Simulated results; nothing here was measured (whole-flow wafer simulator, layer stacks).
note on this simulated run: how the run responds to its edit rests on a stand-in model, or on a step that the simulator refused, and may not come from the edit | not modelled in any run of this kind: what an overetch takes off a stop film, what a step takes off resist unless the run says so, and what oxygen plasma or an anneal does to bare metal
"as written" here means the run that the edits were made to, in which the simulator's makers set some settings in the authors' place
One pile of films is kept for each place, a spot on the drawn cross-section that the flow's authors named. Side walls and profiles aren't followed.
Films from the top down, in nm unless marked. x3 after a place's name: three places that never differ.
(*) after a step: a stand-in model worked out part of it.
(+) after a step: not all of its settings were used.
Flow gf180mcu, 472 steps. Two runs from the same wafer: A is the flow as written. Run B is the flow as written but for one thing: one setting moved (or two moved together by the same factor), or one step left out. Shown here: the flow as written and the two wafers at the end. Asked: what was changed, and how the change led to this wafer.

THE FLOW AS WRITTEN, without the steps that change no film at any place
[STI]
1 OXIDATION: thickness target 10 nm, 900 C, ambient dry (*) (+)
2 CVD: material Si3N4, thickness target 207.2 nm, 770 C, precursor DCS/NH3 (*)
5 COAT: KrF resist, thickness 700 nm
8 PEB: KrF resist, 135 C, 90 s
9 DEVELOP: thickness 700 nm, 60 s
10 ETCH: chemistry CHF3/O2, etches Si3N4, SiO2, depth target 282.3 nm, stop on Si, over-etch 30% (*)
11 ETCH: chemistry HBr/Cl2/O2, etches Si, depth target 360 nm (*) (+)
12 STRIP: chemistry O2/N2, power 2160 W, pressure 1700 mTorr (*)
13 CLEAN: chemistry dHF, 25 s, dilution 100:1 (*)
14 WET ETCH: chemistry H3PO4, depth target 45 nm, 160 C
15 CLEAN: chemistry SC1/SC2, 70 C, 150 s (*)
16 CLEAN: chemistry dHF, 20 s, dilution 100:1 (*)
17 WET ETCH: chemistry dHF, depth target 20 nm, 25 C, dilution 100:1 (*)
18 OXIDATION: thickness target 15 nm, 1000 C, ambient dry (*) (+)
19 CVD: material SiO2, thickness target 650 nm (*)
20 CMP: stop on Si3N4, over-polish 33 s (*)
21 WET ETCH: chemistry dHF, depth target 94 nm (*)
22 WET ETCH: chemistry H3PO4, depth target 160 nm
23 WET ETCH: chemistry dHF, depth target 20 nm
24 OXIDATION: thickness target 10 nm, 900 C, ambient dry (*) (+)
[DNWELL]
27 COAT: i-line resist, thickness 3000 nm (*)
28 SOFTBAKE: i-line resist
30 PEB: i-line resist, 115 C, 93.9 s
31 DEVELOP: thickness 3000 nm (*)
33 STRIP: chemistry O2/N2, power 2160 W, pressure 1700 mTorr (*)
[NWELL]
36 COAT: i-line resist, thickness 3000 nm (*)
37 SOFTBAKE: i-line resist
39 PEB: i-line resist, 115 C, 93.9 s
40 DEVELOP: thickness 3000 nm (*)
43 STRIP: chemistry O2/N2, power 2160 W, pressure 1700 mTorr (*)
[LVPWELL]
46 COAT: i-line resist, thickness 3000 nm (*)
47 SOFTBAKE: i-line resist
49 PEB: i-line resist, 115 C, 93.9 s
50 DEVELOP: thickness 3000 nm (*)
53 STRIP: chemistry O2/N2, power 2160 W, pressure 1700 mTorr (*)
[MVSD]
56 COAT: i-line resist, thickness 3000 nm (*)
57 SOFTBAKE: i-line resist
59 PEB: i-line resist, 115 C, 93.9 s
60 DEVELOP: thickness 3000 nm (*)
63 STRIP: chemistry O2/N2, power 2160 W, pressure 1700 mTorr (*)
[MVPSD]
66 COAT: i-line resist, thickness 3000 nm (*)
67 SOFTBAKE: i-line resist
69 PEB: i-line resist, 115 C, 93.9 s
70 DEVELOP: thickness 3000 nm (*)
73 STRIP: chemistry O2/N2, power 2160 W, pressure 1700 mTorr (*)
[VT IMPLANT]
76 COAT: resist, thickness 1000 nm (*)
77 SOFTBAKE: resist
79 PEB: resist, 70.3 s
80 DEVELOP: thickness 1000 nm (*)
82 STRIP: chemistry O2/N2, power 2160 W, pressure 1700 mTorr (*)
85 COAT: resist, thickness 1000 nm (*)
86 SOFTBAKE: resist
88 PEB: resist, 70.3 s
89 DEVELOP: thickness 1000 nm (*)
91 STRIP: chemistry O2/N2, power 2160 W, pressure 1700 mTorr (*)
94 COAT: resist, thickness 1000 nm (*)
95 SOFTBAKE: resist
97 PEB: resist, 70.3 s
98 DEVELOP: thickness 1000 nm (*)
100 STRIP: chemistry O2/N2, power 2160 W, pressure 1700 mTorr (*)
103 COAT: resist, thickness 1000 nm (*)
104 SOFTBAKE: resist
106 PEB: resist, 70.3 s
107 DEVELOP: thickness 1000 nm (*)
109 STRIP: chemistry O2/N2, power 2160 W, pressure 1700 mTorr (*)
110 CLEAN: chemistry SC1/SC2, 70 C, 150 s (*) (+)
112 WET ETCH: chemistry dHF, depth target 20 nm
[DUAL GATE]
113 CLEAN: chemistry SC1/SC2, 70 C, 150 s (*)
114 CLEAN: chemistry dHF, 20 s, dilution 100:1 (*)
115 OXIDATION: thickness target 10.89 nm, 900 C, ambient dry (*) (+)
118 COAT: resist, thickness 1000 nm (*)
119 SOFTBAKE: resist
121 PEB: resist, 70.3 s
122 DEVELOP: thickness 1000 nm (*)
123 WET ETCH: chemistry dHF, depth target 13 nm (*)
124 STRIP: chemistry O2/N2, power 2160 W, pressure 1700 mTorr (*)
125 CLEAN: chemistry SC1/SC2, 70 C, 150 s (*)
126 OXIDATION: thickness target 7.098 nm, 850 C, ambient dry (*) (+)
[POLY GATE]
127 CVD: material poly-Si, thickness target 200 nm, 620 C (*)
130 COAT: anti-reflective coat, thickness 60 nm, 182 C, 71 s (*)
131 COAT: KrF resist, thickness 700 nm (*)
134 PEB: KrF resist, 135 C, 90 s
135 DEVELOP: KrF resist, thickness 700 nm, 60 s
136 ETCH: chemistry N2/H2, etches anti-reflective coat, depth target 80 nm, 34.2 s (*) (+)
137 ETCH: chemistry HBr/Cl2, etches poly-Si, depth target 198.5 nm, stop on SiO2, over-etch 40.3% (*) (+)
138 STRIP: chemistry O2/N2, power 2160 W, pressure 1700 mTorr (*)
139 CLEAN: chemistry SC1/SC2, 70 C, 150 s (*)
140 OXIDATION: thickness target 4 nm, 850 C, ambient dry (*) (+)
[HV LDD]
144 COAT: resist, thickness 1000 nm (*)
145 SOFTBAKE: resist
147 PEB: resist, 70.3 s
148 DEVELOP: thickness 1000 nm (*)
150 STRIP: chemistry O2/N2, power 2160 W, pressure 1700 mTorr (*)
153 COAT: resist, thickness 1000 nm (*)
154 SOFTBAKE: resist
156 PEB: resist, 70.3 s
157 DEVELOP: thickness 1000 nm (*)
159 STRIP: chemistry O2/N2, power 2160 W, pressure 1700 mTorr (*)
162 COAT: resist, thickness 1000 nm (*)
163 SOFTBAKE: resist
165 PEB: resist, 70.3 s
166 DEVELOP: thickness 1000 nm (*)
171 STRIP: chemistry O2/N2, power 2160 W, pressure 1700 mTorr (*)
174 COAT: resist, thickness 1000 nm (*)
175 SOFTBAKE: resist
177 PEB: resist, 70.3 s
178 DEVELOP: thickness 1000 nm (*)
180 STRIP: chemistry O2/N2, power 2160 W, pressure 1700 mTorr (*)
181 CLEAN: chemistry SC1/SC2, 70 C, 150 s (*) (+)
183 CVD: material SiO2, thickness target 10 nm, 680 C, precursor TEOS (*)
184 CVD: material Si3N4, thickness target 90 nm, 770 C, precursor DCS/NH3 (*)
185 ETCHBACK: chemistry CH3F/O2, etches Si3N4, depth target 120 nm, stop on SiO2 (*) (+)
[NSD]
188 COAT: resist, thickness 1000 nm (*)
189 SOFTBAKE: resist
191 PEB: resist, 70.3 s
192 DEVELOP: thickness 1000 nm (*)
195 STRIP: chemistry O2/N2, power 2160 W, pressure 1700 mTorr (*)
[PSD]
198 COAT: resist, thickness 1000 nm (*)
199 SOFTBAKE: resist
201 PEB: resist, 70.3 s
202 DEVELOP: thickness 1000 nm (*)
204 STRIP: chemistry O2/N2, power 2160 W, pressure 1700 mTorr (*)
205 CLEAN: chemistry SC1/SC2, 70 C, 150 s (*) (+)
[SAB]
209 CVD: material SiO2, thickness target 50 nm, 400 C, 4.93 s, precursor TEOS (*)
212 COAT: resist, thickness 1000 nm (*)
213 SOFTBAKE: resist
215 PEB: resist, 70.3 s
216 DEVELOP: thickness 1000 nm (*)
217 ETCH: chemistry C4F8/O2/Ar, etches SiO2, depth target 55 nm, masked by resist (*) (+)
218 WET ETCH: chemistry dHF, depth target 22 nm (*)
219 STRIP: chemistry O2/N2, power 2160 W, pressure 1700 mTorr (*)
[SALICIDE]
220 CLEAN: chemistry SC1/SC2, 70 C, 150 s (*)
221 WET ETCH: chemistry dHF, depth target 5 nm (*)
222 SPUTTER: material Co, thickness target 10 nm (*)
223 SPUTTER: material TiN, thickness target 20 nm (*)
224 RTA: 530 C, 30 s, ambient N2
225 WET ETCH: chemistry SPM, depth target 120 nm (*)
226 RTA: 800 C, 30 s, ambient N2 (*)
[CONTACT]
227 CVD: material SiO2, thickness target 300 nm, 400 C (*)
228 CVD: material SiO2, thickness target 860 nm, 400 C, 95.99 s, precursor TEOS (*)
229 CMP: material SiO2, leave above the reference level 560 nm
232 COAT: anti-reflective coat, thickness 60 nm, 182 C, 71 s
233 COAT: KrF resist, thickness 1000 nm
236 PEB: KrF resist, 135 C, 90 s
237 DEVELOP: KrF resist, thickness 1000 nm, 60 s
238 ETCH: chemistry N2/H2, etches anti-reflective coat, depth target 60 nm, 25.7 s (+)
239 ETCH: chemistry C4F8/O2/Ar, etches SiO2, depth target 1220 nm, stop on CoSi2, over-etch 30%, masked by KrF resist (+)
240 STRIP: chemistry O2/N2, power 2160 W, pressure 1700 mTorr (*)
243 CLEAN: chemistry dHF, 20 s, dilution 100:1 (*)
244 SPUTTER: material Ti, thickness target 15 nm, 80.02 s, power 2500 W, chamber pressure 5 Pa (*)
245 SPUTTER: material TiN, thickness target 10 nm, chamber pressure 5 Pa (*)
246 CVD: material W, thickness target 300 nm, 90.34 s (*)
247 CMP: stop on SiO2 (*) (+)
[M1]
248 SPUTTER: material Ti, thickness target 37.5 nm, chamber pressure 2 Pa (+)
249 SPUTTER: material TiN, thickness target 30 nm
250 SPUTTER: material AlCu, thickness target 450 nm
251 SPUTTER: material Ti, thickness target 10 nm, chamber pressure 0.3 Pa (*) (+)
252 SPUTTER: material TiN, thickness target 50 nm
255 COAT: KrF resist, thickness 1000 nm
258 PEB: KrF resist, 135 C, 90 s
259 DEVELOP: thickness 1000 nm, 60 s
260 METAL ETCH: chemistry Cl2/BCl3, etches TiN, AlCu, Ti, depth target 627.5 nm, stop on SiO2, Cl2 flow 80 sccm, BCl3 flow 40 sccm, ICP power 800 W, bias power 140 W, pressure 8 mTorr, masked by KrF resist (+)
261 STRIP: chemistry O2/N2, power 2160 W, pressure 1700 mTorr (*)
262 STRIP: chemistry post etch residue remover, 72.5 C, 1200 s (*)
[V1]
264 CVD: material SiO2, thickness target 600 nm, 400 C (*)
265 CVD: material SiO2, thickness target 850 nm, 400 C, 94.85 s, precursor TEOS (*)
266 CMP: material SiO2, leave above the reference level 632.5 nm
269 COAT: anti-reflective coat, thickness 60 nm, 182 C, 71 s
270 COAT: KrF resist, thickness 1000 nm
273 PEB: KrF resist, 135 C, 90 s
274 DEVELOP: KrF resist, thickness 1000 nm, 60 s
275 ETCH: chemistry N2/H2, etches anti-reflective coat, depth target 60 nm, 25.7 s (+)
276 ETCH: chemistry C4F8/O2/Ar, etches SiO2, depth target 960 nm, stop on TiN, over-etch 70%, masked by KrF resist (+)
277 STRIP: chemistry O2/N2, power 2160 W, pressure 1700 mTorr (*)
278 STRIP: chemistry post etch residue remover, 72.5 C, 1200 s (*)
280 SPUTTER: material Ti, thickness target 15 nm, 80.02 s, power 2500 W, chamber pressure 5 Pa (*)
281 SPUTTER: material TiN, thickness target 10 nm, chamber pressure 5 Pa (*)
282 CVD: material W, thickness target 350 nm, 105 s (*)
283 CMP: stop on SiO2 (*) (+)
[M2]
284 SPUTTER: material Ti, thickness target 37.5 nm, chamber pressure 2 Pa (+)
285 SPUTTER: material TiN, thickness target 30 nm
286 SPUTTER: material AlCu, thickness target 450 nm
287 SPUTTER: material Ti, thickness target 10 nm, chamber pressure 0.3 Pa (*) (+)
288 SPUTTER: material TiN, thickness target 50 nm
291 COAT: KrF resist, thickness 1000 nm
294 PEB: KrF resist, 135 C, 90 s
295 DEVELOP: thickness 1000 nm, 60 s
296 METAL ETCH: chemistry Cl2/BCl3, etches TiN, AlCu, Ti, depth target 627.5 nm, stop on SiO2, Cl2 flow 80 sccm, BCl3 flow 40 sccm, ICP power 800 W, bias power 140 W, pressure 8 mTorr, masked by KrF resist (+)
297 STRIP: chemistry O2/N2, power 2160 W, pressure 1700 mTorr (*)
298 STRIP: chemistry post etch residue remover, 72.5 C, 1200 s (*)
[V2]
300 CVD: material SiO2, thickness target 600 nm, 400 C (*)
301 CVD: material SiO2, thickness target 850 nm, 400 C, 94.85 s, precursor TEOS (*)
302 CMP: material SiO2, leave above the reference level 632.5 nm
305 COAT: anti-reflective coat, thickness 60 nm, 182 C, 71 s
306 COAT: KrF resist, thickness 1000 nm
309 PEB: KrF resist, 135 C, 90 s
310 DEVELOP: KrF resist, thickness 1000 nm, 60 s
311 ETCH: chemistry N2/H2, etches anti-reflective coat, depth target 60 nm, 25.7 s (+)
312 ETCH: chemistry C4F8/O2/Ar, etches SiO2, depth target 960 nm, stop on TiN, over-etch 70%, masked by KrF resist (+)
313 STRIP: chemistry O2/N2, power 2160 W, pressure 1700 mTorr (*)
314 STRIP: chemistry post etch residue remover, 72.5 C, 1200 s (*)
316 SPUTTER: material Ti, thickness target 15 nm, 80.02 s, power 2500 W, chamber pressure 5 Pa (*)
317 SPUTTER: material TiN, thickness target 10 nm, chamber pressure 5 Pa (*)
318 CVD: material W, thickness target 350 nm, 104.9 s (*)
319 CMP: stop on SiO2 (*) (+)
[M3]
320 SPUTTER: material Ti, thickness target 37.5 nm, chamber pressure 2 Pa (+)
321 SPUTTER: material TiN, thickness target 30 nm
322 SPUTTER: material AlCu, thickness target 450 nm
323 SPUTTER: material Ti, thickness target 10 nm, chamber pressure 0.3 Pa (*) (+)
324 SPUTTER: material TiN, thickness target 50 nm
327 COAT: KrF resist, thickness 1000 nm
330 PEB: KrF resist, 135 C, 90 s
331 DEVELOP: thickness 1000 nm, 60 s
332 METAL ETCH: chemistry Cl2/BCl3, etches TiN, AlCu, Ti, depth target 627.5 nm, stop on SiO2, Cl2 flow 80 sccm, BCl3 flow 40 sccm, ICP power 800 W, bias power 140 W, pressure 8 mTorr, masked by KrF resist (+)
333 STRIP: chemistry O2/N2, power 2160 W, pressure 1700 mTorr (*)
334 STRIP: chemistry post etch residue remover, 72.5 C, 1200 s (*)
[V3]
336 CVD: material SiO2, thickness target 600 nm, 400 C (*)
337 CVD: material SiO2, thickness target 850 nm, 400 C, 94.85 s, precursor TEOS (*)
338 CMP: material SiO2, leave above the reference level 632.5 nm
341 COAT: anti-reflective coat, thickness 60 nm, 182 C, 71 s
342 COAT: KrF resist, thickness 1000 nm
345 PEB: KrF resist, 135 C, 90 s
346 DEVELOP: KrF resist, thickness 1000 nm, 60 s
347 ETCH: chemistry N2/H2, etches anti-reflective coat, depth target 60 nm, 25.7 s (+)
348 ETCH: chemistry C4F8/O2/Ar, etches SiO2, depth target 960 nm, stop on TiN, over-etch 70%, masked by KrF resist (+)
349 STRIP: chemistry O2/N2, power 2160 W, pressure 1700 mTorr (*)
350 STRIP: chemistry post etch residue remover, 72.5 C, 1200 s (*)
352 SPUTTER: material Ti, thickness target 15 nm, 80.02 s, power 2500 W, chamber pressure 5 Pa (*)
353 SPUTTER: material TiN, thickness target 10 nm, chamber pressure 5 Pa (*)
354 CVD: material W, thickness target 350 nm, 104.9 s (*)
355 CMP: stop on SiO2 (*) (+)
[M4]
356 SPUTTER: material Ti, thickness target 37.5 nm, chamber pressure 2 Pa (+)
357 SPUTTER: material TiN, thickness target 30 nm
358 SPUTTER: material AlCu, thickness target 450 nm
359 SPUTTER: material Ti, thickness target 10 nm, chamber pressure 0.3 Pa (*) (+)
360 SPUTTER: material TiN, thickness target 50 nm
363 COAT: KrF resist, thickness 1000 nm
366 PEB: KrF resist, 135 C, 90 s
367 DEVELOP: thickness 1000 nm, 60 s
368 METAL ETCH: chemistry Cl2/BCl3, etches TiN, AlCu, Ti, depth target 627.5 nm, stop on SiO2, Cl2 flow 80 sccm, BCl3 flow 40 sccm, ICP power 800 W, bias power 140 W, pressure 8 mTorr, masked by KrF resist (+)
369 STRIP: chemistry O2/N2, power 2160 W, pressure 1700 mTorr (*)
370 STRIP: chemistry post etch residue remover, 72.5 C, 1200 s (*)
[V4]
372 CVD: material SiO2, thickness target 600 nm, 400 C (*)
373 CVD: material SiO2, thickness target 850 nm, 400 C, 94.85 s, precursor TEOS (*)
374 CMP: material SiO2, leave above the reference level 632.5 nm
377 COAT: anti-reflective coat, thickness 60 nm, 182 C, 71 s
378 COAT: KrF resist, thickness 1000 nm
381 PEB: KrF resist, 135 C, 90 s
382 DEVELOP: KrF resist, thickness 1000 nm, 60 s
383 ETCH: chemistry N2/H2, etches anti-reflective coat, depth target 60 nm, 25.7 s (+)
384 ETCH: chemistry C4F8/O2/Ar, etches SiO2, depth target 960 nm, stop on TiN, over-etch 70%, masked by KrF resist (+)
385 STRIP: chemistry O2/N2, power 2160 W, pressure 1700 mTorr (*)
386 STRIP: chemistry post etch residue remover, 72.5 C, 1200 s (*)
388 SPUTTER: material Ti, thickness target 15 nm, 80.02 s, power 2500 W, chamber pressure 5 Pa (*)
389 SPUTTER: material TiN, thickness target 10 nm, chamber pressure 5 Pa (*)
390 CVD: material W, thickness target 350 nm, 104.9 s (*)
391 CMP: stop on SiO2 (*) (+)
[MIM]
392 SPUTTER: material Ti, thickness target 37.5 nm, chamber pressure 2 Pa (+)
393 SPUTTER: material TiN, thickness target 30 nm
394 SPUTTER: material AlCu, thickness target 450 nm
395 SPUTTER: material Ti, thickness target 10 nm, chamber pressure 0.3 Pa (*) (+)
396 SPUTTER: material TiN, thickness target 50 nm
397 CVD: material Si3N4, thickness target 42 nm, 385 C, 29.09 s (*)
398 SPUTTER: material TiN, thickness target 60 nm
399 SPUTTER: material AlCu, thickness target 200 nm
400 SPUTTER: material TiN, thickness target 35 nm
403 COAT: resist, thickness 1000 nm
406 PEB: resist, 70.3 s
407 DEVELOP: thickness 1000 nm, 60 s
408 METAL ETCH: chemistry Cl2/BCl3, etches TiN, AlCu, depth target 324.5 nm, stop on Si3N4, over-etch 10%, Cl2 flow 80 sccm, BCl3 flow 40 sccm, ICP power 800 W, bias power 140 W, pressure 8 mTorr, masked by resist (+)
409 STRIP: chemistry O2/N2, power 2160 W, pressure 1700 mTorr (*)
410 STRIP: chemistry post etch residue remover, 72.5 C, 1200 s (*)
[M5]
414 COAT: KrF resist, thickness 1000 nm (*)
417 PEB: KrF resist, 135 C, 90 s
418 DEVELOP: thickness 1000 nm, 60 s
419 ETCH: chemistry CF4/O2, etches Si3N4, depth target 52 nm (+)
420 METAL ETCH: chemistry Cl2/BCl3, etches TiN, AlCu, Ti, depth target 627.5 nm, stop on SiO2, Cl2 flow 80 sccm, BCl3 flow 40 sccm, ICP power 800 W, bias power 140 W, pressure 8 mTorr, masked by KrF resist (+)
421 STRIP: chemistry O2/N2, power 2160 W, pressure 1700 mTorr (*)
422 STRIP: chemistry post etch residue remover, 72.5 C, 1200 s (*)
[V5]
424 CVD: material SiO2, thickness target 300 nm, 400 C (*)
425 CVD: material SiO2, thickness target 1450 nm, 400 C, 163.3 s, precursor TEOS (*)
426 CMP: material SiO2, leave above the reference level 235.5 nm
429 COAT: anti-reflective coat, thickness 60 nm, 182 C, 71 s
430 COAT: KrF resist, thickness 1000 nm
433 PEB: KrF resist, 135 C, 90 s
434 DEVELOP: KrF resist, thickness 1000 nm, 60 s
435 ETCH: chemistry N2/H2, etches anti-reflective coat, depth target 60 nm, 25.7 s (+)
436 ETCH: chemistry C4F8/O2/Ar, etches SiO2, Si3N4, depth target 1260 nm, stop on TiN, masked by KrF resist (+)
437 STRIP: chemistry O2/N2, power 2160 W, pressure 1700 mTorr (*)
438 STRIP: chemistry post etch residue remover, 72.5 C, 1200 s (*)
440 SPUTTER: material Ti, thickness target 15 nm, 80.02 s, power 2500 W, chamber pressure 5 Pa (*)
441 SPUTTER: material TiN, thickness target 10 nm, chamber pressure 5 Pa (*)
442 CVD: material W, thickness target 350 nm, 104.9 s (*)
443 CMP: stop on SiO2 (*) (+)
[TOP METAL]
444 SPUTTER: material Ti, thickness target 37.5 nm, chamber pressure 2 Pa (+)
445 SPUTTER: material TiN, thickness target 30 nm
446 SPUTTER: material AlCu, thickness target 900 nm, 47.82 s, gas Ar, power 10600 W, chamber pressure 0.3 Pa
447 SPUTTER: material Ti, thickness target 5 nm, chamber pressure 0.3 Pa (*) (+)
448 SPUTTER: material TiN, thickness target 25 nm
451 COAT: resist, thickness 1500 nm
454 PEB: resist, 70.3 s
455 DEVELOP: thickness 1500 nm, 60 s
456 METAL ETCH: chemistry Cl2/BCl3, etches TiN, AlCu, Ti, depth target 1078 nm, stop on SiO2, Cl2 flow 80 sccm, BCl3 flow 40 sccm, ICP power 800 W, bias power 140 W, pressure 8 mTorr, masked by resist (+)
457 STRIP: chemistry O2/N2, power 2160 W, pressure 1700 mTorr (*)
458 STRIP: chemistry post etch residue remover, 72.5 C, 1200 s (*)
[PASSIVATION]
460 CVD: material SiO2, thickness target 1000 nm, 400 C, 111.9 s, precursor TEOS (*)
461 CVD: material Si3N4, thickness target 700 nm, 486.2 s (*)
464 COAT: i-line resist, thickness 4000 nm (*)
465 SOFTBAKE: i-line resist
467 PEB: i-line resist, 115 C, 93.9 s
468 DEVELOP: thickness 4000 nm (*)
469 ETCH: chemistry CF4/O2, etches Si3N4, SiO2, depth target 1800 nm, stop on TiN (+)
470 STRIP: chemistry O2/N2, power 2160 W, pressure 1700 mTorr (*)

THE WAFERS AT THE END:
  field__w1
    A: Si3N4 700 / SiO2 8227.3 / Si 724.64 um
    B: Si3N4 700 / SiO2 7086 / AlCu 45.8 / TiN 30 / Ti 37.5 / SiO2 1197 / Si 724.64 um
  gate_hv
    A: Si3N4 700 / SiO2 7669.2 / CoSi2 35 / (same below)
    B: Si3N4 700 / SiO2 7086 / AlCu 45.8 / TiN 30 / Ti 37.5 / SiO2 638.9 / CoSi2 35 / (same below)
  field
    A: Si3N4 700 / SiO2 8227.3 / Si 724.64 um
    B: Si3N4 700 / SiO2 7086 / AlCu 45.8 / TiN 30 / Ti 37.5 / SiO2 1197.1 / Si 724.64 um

The cause: step 250, SPUTTER: thickness target 619 nm was run, where the flow has thickness target 450 nm.

How the change led to this, step by step:
  250 SPUTTER: material AlCu, thickness target 450 nm
      field, field__w1, field__w2 and 108 more: A AlCu +450 (new film) | B AlCu +619 (new film)
  260 METAL ETCH: chemistry Cl2/BCl3, etches TiN, AlCu, Ti, depth target 627.5 nm, stop on SiO2, Cl2 flow 80 sccm, BCl3 flow 40 sccm, ICP power 800 W, bias power 140 W, pressure 8 mTorr, masked by KrF resist (+)
      field, field__w1, field__w2 and 99 more: A TiN -50 (all of it), Ti -10 (all of it), AlCu -450 (all of it), TiN -30 (all of it), Ti -37.5 (all of it) | B TiN -50 (all of it), Ti -10 (all of it), AlCu -567.5
  262 STRIP: chemistry post etch residue remover, 72.5 C, 1200 s (*)
      field, field__w1, field__w2 and 99 more: A nothing | B AlCu -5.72
  264 CVD: material SiO2, thickness target 600 nm, 400 C (*)
      field, field__w1, field__w2 and 99 more: A SiO2 +600 | B SiO2 +600 (new film)
  266 CMP: material SiO2, leave above the reference level 632.5 nm
      field, field__w1, field__w2 and 99 more: A SiO2 -300 | B SiO2 -244.3
Counting metal films that touch as one body, field__w1 has 1 body; the flow as written gives 0 bodies.
Counting metal films that touch as one body, gate_hv has 2 bodies (between them, from the top down: SiO2 638.9); the flow as written gives 1 body.
Counting metal films that touch as one body, field has 1 body; the flow as written gives 0 bodies.
